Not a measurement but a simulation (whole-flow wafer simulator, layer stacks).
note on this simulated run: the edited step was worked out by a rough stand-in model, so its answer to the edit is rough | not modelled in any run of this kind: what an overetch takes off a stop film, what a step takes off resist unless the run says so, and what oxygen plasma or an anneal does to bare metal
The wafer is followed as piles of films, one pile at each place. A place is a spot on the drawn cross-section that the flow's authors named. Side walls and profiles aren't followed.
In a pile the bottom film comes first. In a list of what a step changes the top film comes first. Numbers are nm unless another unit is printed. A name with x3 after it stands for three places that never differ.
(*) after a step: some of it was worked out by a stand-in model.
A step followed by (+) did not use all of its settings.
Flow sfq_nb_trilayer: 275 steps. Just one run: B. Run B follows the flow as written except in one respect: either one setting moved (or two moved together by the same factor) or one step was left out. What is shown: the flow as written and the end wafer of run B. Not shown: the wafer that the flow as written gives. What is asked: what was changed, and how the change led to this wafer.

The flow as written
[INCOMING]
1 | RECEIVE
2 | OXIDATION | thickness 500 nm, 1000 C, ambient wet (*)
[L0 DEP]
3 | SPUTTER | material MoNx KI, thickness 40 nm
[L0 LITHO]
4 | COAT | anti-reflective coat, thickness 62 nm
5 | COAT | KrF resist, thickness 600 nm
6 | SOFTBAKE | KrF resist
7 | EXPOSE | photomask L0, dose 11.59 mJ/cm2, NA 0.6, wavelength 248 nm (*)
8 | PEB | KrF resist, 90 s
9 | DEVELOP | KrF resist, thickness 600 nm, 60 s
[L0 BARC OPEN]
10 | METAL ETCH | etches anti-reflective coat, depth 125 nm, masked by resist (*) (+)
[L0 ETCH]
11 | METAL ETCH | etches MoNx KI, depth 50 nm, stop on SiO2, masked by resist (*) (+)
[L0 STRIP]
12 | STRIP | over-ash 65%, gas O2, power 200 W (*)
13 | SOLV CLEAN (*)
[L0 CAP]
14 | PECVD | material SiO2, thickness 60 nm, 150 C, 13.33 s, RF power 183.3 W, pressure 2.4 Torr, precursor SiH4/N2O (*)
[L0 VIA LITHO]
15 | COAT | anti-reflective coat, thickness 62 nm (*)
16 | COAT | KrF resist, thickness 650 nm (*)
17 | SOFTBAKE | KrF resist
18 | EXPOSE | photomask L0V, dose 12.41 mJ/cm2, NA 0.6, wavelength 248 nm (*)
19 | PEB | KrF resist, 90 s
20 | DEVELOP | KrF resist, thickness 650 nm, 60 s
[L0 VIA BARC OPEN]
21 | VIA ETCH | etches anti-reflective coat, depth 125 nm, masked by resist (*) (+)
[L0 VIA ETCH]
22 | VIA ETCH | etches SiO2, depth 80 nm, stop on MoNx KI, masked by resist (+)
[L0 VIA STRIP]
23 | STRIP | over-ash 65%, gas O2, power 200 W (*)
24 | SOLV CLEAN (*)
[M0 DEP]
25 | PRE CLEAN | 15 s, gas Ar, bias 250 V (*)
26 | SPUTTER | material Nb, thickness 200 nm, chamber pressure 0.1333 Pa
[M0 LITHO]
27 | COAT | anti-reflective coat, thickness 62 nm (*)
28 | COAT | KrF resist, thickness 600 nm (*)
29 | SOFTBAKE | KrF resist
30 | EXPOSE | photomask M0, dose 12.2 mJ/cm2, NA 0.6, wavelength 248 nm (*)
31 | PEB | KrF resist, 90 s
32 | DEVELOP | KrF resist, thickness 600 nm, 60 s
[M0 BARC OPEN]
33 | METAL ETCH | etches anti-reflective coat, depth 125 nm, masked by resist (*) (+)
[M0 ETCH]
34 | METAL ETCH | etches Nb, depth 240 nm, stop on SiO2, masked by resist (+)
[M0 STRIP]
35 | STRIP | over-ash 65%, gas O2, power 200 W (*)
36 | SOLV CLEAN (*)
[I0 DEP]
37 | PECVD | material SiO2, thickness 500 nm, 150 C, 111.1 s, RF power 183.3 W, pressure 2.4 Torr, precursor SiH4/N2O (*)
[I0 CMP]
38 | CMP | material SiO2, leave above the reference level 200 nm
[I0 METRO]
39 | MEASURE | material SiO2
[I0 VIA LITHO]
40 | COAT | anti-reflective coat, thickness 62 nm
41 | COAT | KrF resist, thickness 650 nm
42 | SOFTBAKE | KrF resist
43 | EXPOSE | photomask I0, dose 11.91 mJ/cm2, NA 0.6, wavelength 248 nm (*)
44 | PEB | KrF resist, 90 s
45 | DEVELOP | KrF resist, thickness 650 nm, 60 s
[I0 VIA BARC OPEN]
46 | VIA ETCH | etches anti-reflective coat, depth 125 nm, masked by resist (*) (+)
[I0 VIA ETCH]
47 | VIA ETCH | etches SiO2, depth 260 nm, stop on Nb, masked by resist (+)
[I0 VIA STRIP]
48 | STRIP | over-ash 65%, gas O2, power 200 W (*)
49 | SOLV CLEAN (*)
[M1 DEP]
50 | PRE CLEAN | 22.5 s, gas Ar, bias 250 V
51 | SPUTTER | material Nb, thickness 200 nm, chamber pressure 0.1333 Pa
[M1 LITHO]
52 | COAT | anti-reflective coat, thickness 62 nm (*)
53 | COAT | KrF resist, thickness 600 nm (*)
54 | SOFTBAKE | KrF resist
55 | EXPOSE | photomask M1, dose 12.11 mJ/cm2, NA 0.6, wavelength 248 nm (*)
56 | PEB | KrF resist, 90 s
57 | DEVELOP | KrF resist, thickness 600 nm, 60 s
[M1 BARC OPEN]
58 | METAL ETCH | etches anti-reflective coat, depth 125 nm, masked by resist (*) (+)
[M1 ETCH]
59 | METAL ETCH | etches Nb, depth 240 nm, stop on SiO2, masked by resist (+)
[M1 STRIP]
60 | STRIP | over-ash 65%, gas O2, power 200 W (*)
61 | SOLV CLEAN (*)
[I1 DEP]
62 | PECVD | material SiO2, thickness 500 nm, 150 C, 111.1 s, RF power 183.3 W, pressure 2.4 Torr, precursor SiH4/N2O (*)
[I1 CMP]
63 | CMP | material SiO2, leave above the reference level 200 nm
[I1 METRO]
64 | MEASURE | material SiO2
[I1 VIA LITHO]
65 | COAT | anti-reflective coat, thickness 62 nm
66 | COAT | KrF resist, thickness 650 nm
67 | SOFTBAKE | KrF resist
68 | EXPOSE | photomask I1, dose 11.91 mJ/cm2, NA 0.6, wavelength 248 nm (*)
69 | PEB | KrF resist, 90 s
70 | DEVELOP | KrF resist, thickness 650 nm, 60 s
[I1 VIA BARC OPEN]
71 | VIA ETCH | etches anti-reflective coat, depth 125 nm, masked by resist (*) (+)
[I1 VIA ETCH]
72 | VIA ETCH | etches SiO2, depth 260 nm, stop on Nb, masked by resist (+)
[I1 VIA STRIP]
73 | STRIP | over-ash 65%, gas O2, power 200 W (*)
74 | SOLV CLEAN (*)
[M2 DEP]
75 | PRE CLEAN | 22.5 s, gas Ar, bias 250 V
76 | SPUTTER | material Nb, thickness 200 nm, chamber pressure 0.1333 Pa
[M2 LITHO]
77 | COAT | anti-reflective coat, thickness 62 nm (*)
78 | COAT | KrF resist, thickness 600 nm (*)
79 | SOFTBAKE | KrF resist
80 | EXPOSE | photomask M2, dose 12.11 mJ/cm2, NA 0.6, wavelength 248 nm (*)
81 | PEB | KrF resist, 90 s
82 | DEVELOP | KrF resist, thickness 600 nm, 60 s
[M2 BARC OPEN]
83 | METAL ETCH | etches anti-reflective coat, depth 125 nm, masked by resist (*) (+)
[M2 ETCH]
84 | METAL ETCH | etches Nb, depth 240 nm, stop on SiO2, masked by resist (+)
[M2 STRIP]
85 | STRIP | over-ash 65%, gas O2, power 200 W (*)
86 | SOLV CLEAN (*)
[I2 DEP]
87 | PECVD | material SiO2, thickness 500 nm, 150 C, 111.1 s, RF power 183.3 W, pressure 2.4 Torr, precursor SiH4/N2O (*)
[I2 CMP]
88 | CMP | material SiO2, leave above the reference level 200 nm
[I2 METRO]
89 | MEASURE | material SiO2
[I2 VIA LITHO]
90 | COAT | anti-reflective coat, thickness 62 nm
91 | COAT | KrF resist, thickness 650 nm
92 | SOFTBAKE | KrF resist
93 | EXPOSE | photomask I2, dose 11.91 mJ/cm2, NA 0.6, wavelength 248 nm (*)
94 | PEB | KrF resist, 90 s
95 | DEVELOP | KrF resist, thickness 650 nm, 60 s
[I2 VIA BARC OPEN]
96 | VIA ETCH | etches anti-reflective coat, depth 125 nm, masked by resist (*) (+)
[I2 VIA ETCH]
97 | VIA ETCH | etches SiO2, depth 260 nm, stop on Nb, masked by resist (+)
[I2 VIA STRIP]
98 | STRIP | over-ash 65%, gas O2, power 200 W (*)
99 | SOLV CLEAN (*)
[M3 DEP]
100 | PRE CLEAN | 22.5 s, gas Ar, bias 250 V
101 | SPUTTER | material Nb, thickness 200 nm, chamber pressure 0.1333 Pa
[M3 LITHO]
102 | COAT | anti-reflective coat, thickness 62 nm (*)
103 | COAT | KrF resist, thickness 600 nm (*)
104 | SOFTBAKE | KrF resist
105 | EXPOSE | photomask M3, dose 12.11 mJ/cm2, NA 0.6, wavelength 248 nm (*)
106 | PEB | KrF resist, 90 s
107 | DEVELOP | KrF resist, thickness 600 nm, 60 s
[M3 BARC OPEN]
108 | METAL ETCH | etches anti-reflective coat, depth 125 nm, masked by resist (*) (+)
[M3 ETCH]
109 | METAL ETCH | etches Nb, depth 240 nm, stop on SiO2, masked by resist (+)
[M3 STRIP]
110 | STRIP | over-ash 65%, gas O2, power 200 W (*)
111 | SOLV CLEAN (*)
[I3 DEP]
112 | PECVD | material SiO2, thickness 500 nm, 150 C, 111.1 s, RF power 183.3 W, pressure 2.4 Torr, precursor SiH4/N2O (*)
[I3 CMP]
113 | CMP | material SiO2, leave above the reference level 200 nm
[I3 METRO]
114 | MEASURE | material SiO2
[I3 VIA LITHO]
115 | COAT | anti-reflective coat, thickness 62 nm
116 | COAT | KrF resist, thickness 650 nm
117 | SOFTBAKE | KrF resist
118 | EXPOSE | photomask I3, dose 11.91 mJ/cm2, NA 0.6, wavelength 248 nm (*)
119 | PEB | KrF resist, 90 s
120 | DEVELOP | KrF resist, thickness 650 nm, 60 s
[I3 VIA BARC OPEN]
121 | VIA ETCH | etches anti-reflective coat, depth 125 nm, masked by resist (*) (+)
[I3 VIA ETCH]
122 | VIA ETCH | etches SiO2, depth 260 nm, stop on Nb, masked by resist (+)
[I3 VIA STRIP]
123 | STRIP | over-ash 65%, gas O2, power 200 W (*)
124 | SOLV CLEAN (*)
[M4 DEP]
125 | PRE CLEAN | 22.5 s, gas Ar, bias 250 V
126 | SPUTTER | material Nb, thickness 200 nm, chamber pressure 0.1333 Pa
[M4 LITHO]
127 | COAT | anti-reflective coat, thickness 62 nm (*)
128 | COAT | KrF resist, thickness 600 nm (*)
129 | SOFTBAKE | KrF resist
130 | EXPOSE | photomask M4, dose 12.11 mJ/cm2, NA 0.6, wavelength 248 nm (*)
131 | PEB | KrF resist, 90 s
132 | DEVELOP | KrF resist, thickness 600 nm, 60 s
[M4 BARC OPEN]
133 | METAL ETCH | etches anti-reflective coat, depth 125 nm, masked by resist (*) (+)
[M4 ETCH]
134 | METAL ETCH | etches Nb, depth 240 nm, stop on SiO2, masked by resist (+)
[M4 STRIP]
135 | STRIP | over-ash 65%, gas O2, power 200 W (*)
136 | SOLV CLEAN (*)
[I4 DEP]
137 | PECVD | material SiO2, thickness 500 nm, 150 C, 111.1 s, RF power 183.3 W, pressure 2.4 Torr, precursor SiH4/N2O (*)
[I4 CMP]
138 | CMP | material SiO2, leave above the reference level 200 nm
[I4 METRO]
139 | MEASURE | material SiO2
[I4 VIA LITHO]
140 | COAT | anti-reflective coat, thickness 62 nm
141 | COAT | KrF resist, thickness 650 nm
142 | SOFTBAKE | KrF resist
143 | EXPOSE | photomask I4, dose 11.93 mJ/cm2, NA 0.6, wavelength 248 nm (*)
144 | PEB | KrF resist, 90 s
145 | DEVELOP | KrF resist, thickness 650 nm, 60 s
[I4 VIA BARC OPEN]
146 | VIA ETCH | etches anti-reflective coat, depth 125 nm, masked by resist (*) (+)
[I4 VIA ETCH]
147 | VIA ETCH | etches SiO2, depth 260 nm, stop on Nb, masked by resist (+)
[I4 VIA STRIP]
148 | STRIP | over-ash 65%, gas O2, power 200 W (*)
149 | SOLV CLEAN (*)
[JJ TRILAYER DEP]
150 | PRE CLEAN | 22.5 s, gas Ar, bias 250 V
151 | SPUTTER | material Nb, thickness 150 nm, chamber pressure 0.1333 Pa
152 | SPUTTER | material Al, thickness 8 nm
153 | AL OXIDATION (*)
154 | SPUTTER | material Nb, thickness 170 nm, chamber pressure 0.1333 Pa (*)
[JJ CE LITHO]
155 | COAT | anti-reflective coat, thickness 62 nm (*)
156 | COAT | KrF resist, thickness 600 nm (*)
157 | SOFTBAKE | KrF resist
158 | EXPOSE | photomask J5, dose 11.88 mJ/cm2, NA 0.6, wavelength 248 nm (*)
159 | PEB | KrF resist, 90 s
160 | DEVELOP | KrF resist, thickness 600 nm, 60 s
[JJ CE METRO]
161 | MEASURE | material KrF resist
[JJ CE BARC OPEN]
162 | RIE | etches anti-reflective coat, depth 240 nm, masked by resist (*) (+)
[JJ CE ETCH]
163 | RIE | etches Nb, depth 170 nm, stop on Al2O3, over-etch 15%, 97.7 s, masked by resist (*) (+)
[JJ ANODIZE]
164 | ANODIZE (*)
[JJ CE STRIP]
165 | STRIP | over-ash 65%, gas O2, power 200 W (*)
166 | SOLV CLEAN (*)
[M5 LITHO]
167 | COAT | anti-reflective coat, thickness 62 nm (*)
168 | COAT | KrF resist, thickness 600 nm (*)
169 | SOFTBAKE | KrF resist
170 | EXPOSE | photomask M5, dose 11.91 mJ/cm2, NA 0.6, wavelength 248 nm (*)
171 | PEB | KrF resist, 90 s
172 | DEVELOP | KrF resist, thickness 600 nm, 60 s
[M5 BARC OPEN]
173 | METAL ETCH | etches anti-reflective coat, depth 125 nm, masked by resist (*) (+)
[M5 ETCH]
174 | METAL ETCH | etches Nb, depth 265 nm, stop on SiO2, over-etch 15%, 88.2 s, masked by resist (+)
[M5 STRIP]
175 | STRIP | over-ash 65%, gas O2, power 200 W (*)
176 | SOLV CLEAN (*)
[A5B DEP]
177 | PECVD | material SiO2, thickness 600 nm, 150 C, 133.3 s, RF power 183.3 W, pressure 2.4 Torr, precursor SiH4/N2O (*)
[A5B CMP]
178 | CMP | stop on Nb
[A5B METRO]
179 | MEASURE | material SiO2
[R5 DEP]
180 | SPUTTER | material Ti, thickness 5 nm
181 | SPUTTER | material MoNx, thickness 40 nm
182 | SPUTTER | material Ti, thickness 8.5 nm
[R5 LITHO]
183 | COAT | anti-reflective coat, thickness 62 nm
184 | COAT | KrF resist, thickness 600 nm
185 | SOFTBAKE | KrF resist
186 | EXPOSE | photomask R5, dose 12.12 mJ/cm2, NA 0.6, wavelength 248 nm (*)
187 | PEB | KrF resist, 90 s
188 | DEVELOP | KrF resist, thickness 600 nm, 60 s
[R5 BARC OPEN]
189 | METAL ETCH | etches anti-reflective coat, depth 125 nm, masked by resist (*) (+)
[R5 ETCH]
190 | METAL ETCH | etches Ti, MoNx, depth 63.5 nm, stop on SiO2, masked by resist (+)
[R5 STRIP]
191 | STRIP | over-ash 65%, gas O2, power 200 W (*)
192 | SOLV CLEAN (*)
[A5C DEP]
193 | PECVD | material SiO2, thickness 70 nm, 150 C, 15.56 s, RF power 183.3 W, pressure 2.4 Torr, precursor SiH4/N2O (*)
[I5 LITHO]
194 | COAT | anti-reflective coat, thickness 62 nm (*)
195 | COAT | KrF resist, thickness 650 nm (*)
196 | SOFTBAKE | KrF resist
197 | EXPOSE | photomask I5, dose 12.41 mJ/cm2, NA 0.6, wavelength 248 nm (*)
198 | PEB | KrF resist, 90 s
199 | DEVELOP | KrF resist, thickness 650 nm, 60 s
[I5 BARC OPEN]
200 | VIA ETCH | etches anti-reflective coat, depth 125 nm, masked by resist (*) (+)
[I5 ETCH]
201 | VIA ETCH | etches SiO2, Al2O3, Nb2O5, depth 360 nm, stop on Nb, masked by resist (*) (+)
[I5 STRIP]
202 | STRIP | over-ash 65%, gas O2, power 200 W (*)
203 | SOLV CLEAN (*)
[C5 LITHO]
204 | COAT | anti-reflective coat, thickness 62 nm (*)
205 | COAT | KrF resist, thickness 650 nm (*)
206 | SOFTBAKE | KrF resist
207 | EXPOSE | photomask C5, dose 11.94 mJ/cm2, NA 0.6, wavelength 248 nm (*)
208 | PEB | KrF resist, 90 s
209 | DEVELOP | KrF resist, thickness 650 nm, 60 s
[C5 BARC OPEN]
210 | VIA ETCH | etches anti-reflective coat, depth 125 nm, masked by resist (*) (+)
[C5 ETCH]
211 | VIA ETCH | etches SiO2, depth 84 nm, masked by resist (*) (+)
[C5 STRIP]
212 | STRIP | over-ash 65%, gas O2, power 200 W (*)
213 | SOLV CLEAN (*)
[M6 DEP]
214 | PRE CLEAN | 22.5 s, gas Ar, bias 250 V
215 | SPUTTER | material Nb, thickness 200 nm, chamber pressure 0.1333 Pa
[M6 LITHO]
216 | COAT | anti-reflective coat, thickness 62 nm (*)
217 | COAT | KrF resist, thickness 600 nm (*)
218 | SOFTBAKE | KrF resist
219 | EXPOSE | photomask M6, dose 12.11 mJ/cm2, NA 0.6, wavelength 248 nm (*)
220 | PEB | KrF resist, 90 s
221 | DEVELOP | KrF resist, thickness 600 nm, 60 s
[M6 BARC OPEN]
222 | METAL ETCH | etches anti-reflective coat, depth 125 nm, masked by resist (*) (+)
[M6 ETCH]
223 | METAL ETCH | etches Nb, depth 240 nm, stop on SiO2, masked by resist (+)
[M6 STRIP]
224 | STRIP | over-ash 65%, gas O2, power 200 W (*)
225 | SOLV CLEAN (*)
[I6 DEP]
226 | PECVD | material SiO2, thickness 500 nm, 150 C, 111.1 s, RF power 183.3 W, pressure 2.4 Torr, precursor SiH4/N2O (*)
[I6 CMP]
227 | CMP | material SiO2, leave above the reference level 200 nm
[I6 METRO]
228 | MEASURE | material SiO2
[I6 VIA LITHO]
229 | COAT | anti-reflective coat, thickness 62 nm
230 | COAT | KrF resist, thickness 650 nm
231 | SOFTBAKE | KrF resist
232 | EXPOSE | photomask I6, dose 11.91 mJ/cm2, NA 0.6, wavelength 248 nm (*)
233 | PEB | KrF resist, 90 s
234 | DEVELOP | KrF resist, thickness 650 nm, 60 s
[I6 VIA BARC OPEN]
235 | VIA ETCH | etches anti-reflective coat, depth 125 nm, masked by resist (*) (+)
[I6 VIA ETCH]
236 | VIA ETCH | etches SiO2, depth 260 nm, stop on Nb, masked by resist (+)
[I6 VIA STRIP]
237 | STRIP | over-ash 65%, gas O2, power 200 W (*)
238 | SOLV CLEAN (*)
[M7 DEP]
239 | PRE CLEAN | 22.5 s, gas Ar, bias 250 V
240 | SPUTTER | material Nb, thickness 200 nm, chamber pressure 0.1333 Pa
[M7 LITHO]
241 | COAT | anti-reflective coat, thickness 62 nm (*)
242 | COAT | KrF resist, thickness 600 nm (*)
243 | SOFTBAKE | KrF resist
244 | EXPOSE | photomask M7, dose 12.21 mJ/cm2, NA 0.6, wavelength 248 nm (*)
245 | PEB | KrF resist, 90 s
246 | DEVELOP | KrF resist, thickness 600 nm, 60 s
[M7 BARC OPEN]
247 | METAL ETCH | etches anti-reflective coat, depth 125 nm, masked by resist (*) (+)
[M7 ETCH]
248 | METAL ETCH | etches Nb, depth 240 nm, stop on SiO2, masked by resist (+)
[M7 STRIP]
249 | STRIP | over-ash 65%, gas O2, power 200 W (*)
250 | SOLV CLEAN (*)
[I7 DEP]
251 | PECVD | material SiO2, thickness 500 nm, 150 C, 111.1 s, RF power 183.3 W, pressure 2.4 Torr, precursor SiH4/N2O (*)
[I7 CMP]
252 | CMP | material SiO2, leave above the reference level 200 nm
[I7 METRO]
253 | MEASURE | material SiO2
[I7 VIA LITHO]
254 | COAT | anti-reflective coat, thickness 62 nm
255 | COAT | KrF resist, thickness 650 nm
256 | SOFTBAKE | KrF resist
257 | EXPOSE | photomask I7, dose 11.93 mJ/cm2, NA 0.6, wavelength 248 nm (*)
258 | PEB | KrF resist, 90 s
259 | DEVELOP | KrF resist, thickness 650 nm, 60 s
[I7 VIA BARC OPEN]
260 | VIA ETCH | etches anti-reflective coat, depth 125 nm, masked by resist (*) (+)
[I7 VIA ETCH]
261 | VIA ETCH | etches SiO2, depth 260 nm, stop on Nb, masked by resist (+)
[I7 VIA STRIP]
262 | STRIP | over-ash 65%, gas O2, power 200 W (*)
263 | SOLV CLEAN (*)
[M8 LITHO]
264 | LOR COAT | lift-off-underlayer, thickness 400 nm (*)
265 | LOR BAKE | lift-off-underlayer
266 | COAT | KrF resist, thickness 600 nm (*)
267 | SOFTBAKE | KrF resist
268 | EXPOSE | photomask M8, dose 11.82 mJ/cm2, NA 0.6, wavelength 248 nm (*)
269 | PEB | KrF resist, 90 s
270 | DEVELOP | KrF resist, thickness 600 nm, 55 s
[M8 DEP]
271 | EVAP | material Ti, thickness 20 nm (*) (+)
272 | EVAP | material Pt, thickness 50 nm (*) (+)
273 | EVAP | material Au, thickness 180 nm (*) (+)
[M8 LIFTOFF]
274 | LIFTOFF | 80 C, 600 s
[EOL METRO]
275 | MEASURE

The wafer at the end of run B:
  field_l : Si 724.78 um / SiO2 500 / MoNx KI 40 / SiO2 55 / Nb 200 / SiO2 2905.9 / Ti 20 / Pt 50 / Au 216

The reason: step 273, EVAP: thickness 216 nm was run, while the flow as written has thickness 180 nm.
One can read it off the wafer: field_l has Au 216, and step 273 as written asks for 180 nm.

Step by step, how the change led to this:
  273 | EVAP | material Au, thickness 180 nm (*) (+)
      field_l, v_sur, via_wl and 103 more: +216 Au (new film) (in the flow as written it would be: +180 Au (new film))
  274 | LIFTOFF | 80 C, 600 s
      p4_fl x3, p4_w1 x9, p4_g1 x2 and 60 more: -216 Au (all of it), -50 Pt (all of it), -20 Ti (all of it), -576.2 KrF resist (all of it), -400 lift-off-underlayer (all of it) (in the flow as written it would be: -180 Au (all of it), -50 Pt (all of it), -20 Ti (all of it), -576.2 KrF resist (all of it), -400 lift-off-underlayer (all of it))
      c5j, ce_r: -216 Au (all of it), -50 Pt (all of it), -20 Ti (all of it), -573.3 KrF resist (all of it), -399.3 lift-off-underlayer (all of it) (in the flow as written it would be: -180 Au (all of it), -50 Pt (all of it), -20 Ti (all of it), -573.3 KrF resist (all of it), -399.3 lift-off-underlayer (all of it))
      (and at 19 other places as well)
